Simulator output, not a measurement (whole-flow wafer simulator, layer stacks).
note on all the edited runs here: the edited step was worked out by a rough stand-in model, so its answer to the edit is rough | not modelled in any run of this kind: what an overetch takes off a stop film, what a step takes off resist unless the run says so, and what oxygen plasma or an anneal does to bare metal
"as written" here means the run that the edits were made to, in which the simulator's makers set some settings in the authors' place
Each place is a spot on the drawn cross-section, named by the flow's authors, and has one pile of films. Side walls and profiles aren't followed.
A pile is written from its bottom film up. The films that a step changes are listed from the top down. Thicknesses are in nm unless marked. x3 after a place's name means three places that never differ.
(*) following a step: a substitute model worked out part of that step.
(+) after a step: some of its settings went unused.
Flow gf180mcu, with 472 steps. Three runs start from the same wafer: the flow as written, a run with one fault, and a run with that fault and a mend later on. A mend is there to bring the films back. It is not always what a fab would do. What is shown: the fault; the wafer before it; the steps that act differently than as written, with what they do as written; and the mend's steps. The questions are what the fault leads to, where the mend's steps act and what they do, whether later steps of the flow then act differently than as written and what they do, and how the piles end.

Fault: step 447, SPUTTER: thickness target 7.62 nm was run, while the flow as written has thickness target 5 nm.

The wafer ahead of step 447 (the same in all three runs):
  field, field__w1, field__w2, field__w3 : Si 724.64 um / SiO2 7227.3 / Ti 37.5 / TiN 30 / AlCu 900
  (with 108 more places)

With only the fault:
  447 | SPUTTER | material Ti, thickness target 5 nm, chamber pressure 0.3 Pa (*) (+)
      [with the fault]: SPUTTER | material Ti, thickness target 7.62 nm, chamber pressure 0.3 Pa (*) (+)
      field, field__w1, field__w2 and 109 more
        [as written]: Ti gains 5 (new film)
        [with the fault]: Ti gains 7.62 (new film)
  Steps later in the flow that act otherwise than as written (5 more steps, not shown, differ only slightly: by at most 2% or 0.5 nm, whichever is larger):
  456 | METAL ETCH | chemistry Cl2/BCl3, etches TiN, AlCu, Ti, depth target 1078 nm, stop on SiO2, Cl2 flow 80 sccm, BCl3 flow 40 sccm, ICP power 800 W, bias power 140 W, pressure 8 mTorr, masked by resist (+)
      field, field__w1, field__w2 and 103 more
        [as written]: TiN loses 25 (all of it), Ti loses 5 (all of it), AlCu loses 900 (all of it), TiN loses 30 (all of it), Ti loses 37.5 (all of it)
        [with the fault]: TiN loses 25 (all of it), Ti loses 7.62 (all of it), AlCu loses 900 (all of it), TiN loses 30 (all of it), Ti loses 37.5 (all of it)
  The piles end different from the flow's at field__w8, contact, m1, m1__w1, pad, m1_nw by more than 2% or 0.5 nm, whichever is larger.
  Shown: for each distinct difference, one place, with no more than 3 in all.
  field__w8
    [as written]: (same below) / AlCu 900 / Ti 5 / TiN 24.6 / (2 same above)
    [with the fault]: (same below) / AlCu 900 / Ti 7.62 / TiN 24.6 / (2 same above)
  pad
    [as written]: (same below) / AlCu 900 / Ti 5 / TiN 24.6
    [with the fault]: (same below) / AlCu 900 / Ti 7.62 / TiN 24.6

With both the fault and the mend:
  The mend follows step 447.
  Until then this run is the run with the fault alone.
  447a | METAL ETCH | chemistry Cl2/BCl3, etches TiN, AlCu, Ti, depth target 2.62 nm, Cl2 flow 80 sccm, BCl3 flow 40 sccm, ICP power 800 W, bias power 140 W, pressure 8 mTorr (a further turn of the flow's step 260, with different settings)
      field, field__w1, field__w2 and 109 more
        Ti loses 2.62
  None of the later steps of the flow acts differently than as written at any place that is followed.
  The piles end the same as the flow's at every place that both follow.
